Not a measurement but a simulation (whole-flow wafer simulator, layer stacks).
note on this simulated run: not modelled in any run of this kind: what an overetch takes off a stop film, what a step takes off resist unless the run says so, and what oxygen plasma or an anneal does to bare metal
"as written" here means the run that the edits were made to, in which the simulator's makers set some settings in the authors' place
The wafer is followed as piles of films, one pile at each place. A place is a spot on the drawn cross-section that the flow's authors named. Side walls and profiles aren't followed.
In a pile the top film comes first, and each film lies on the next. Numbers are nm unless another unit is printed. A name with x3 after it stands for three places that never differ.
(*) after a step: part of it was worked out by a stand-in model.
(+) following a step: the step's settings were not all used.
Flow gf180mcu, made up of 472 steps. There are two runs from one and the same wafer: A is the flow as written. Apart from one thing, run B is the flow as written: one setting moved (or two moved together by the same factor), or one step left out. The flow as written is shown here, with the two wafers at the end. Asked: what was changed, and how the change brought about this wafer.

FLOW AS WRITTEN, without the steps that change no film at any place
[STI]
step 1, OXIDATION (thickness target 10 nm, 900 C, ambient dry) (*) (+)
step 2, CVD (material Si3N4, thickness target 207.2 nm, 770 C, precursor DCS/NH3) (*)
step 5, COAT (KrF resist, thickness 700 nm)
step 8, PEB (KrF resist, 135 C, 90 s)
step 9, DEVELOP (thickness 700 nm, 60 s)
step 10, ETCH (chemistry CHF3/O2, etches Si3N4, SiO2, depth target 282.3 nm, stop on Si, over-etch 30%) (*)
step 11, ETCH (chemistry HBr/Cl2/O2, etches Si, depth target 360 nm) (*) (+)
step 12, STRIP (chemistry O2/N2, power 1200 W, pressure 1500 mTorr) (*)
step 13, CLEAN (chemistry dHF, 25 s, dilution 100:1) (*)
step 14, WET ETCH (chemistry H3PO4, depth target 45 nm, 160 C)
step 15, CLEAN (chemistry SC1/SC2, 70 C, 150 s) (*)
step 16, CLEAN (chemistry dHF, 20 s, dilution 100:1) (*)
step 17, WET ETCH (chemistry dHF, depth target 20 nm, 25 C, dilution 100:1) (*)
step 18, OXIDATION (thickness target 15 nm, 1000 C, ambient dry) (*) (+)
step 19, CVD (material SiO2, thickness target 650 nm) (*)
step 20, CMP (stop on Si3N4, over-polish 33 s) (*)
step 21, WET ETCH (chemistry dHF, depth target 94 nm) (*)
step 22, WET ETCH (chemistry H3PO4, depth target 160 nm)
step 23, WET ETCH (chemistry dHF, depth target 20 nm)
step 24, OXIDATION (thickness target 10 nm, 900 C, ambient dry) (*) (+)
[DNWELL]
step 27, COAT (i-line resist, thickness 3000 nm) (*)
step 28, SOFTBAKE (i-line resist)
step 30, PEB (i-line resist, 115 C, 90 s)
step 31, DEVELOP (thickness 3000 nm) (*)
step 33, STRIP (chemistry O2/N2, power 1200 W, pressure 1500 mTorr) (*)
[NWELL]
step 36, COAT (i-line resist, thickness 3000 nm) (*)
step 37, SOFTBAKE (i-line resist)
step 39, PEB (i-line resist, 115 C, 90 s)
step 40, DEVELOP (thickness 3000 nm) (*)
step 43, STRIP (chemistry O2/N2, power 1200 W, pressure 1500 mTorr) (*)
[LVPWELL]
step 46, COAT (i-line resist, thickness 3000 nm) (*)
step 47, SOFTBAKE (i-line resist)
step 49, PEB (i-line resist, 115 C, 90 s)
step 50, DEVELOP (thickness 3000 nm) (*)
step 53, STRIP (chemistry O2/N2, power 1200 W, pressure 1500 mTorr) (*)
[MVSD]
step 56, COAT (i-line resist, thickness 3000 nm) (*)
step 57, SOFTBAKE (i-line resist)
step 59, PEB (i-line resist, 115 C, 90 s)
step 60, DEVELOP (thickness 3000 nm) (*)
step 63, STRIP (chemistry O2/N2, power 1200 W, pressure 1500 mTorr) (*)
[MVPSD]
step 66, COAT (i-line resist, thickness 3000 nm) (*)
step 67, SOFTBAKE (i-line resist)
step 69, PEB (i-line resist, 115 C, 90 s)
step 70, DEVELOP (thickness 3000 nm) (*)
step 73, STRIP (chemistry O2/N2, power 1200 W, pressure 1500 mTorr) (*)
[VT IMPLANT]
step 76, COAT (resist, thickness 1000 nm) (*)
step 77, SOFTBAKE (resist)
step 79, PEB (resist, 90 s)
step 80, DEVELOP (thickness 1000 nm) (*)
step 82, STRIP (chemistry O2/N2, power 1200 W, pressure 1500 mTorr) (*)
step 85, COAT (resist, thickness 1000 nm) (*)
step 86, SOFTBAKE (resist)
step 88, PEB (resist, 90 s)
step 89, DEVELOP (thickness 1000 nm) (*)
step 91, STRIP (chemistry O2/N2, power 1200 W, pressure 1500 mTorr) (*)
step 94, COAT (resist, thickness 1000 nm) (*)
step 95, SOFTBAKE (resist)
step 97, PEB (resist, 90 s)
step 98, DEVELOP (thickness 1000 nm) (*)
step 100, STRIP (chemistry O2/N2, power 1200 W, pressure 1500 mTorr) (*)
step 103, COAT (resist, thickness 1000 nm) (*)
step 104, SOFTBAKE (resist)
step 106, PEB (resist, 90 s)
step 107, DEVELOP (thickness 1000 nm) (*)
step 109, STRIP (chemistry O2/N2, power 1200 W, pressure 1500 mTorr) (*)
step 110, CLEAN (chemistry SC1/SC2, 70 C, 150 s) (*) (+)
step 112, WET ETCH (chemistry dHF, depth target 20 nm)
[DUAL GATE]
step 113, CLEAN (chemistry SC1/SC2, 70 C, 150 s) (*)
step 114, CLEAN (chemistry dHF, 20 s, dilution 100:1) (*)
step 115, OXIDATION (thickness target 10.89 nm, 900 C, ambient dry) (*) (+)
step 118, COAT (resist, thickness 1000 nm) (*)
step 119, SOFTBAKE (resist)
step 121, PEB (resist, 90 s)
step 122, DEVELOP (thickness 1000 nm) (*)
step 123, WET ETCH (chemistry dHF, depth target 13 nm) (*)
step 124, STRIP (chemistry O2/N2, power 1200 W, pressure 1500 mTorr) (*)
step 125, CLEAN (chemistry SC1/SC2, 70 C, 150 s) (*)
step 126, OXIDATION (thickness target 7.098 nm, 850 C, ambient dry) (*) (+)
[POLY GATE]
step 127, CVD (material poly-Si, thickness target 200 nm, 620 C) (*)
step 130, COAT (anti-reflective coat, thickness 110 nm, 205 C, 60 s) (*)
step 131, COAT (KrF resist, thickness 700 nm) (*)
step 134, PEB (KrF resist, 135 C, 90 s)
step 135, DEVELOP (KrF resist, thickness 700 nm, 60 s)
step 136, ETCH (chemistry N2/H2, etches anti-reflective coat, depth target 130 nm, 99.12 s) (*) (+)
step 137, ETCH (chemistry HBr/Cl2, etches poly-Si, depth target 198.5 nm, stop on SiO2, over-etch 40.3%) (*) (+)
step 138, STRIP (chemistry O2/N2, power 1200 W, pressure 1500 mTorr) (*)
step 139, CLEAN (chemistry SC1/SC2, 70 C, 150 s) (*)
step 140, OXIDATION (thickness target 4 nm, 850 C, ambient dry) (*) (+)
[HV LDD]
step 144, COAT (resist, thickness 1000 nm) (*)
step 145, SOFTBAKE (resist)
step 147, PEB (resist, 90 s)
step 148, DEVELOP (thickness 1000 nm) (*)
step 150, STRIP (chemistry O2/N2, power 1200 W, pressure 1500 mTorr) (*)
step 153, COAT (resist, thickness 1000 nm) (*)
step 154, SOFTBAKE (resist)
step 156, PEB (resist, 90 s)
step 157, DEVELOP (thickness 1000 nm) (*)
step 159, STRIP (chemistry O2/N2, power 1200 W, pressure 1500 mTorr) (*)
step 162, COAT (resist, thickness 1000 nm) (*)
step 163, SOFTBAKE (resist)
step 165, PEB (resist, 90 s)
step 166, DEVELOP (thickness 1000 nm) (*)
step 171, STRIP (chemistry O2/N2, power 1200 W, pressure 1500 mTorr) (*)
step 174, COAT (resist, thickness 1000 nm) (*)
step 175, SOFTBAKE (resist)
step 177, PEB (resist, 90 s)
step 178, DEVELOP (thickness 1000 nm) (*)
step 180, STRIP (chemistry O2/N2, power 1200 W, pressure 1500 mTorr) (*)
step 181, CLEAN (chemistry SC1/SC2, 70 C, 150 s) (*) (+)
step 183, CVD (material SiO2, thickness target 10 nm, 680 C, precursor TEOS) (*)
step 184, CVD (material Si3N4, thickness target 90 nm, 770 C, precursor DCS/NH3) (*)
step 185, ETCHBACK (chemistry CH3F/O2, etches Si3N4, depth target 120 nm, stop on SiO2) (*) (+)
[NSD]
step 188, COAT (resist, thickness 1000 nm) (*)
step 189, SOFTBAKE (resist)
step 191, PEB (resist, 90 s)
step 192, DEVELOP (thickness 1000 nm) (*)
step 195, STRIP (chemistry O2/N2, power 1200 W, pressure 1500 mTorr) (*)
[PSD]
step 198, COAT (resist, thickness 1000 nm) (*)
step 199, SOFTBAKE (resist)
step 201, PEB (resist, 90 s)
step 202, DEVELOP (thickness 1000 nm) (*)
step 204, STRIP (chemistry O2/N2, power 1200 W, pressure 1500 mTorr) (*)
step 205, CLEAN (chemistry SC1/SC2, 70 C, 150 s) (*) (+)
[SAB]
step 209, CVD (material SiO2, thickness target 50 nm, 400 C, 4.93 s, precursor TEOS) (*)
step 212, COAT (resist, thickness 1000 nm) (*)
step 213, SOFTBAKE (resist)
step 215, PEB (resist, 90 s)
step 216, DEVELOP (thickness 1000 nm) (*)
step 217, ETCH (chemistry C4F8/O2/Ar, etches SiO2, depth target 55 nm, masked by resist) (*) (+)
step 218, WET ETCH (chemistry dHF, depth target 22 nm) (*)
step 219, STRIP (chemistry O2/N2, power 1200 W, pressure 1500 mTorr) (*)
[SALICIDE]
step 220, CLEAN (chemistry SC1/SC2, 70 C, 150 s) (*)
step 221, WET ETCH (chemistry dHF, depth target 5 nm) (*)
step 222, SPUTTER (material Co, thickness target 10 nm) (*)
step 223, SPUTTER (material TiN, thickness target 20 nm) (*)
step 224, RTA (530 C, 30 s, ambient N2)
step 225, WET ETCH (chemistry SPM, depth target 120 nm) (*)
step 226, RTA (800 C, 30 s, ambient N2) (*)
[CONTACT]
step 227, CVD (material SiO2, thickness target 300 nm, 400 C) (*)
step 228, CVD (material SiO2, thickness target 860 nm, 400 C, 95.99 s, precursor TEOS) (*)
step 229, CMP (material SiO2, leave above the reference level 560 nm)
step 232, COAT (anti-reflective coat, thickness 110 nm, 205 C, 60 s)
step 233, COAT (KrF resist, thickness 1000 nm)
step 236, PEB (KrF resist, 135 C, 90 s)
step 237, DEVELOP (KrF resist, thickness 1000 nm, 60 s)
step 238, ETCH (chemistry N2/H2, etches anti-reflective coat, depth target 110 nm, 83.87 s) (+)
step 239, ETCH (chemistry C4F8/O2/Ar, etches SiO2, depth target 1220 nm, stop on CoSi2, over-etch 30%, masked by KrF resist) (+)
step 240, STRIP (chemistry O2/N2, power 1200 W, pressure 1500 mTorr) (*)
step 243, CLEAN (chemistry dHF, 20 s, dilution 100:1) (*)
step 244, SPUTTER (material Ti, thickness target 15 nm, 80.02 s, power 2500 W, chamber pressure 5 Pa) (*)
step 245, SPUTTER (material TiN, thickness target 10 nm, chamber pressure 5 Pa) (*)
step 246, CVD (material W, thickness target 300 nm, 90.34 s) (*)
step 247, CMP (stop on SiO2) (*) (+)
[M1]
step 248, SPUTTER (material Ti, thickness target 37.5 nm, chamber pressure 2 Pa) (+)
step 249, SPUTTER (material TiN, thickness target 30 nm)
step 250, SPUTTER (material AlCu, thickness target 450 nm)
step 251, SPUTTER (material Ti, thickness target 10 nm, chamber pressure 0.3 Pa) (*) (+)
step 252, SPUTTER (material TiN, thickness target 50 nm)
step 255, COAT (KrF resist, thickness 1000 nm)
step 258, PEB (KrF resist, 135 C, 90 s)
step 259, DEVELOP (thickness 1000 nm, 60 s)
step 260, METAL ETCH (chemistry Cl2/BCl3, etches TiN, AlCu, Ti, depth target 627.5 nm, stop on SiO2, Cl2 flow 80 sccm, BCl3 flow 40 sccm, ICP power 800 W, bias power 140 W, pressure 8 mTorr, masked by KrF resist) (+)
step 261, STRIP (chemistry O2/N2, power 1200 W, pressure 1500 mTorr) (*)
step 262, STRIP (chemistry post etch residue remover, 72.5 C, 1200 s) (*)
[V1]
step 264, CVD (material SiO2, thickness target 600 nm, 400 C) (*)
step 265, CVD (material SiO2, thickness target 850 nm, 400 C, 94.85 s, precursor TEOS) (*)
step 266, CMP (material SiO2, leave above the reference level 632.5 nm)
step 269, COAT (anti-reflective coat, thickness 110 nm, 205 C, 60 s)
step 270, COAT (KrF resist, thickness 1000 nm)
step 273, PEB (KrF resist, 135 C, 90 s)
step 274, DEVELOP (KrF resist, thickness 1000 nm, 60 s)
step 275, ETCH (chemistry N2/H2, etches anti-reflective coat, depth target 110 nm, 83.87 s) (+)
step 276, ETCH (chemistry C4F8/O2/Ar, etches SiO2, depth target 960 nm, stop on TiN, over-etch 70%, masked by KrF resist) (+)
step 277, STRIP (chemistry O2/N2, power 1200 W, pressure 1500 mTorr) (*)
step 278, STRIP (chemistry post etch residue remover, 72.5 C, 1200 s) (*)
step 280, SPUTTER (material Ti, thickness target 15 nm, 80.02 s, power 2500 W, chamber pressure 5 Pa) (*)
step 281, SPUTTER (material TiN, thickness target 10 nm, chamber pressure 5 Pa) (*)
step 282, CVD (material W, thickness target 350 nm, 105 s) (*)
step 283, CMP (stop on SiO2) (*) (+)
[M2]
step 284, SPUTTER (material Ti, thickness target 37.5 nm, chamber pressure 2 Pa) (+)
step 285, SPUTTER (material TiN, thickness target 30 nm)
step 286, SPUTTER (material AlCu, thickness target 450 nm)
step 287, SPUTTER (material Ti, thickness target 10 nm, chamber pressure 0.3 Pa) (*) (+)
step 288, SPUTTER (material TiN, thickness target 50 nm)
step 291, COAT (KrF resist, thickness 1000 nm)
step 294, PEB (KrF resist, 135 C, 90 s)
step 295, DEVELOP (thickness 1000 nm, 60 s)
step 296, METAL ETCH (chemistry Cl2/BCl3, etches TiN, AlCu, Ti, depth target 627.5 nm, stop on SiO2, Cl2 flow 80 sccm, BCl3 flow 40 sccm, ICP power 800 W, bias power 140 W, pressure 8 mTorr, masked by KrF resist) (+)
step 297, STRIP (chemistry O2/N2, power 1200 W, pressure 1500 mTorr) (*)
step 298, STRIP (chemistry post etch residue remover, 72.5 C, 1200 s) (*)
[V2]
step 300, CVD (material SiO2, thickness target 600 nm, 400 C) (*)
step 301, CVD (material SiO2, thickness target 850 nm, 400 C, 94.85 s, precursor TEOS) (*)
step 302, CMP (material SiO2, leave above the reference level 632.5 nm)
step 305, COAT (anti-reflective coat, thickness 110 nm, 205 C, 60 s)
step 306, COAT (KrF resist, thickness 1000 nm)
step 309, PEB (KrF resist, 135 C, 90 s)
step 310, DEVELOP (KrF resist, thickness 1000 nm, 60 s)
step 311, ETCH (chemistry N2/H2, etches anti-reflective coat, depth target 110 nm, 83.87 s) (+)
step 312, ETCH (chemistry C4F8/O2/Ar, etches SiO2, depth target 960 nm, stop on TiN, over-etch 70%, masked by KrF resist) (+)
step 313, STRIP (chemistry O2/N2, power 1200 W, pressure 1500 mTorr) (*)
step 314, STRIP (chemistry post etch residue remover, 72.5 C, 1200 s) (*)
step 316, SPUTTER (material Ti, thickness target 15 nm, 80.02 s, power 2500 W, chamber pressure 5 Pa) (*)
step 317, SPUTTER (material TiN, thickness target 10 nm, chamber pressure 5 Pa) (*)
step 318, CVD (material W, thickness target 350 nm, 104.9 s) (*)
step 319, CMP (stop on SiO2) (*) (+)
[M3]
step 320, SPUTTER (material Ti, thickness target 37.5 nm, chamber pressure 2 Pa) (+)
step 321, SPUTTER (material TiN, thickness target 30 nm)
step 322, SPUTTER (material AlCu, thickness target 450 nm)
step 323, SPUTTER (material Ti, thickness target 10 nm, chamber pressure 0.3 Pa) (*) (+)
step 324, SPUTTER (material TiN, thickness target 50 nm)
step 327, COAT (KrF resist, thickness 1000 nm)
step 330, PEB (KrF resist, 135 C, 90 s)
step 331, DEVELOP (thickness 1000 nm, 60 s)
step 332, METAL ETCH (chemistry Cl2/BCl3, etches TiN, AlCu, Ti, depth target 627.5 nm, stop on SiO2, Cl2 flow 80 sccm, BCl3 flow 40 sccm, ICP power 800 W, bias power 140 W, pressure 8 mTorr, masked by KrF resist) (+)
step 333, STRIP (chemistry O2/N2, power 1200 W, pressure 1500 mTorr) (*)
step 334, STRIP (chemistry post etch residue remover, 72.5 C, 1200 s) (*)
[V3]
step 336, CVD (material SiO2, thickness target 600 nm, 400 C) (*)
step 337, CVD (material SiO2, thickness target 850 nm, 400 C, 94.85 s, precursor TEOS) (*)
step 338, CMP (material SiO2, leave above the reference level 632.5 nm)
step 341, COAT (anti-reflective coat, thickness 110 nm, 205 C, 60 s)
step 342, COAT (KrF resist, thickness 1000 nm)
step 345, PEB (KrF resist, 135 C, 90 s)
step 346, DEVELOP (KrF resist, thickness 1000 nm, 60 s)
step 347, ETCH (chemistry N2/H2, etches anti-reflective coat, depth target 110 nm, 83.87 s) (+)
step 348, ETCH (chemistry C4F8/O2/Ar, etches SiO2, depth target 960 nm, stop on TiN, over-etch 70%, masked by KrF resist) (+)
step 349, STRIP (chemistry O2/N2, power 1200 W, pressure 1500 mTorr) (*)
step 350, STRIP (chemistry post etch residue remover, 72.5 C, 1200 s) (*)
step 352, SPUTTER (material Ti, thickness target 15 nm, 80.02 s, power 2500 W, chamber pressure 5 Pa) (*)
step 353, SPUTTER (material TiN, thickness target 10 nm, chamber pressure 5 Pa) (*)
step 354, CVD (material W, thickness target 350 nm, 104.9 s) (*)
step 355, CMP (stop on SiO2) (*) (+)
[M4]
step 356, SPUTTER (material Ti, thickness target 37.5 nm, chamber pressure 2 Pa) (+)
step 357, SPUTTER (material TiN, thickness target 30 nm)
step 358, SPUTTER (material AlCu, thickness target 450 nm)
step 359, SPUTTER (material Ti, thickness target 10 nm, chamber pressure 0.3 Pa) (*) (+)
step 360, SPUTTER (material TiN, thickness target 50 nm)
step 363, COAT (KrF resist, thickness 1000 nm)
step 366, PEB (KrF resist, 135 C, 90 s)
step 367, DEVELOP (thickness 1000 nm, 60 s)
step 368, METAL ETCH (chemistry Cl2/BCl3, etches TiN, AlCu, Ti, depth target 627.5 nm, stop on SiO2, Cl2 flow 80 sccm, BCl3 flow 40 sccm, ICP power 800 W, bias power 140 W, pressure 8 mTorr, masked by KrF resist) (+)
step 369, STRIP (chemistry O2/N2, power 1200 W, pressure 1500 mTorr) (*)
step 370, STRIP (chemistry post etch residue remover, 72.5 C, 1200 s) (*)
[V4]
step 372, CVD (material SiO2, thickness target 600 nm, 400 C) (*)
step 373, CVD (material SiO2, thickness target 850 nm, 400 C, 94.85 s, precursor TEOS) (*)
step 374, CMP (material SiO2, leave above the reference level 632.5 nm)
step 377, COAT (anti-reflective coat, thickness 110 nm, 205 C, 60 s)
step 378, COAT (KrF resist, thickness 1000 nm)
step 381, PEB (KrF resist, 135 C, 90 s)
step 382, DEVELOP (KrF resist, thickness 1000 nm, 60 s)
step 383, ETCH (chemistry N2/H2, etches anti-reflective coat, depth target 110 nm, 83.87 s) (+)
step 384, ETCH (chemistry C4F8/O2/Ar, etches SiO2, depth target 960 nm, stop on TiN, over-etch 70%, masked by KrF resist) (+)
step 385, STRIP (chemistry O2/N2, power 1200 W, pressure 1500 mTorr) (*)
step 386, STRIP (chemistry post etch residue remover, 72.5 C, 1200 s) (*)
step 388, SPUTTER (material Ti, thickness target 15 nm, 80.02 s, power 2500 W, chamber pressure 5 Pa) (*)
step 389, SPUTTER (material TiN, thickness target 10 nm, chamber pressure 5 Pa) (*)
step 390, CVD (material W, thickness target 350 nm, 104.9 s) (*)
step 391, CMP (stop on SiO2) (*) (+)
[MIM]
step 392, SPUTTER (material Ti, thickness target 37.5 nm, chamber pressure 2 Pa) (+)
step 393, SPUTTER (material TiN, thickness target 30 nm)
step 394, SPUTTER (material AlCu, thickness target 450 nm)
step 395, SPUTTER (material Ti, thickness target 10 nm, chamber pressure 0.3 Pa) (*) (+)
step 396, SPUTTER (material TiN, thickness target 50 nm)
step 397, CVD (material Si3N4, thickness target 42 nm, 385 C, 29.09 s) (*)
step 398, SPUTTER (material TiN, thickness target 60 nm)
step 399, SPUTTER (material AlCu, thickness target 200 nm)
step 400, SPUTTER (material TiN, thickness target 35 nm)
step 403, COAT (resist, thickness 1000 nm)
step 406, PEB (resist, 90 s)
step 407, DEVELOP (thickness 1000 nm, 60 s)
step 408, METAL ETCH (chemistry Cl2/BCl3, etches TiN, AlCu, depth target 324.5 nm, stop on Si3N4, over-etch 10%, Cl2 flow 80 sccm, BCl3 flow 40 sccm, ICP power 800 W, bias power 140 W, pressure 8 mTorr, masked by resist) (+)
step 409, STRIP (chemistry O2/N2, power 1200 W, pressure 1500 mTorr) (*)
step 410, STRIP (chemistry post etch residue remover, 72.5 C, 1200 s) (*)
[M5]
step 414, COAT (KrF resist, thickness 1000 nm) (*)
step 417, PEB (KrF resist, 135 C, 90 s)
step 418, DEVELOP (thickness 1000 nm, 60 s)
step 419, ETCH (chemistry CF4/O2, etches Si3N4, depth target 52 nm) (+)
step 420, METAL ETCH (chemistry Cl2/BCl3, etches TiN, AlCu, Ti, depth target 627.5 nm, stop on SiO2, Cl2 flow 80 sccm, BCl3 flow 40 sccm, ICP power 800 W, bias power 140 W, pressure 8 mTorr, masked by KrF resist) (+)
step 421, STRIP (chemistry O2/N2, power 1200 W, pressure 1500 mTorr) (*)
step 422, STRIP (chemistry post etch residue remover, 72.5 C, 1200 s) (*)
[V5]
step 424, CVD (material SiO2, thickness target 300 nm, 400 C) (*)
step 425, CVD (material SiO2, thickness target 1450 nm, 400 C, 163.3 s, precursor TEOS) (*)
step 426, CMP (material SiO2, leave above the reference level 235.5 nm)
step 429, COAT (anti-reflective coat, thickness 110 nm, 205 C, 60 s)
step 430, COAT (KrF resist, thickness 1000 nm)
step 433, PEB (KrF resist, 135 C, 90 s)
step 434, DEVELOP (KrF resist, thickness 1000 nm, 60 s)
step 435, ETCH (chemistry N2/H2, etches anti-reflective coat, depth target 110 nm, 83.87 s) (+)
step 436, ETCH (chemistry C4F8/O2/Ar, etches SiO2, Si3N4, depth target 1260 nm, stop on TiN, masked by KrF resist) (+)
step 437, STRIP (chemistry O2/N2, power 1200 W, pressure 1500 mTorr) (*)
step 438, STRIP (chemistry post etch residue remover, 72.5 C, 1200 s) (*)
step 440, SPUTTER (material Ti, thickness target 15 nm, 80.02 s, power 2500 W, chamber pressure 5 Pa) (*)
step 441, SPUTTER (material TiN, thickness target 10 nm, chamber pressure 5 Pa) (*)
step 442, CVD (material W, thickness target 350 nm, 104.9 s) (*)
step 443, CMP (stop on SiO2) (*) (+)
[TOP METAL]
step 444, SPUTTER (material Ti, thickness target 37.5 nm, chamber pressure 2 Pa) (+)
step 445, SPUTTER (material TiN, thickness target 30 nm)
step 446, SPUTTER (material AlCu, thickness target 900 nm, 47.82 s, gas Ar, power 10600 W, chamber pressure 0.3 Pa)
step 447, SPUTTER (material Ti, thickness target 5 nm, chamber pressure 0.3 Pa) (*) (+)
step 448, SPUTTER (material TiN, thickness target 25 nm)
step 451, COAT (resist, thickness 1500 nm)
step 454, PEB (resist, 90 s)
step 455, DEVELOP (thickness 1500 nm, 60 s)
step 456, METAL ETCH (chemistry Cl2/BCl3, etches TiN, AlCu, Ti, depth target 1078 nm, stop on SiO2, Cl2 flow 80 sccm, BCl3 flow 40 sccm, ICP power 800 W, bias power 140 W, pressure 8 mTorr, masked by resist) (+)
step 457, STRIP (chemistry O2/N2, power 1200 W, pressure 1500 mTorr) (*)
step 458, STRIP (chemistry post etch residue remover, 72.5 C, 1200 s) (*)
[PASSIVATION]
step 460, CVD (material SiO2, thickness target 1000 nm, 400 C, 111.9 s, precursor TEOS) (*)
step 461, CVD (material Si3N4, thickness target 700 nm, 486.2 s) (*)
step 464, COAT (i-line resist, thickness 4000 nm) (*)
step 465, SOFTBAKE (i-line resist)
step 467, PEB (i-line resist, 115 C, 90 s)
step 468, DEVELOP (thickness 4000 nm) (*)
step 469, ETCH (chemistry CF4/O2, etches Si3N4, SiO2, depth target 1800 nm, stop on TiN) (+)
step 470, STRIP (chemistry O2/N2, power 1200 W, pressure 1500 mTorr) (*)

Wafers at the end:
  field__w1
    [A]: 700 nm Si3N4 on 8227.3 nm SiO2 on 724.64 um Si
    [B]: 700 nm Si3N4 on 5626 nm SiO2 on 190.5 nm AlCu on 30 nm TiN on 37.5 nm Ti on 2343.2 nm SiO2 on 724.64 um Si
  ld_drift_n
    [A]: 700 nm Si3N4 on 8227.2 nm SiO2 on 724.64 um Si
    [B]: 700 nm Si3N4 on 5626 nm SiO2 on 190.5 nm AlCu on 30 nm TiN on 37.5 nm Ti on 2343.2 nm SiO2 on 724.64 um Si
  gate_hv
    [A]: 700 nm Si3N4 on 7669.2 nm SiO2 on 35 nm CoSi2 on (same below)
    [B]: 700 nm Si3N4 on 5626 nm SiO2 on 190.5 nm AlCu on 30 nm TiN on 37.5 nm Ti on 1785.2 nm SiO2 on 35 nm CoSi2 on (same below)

The reason: step 296, METAL ETCH: depth target 313.8 nm was run, though the flow has depth target 627.5 nm.

The path from the change to this, step by step:
  step 296, METAL ETCH (chemistry Cl2/BCl3, etches TiN, AlCu, Ti, depth target 627.5 nm, stop on SiO2, Cl2 flow 80 sccm, BCl3 flow 40 sccm, ICP power 800 W, bias power 140 W, pressure 8 mTorr, masked by KrF resist) (+)
      field, field__w1, field__w2 and 103 more: A -50 TiN (all of it), -10 Ti (all of it), -450 AlCu (all of it), -30 TiN (all of it), -37.5 Ti (all of it) | B -50 TiN (all of it), -10 Ti (all of it), -253.8 AlCu
      field__w8, contact, m1, m1__w1, m1_nw: A -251 KrF resist | B -125.5 KrF resist
  step 297, STRIP (chemistry O2/N2, power 1200 W, pressure 1500 mTorr) (*)
      field__w8, contact, m1, m1__w1, m1_nw: A -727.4 KrF resist (all of it) | B -852.9 KrF resist (all of it)
  step 298, STRIP (chemistry post etch residue remover, 72.5 C, 1200 s) (*)
      field, field__w1, field__w2 and 103 more: A nothing | B -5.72 AlCu
  step 300, CVD (material SiO2, thickness target 600 nm, 400 C) (*)
      field, field__w1, field__w2 and 103 more: A +600 SiO2 | B +600 SiO2 (new film)
  step 302, CMP (material SiO2, leave above the reference level 632.5 nm)
      field, field__w1, field__w2 and 103 more: A -300 SiO2 | B -558 SiO2
Taking metal films that touch as one body, field__w1 has 1 body; the flow as written gives 0 bodies.
Taking metal films that touch as one body, ld_drift_n has 1 body; the flow as written gives 0 bodies.
Taking metal films that touch as one body, gate_hv has 2 bodies (between them, from the top down: SiO2 1785.2); the flow as written gives 1 body.
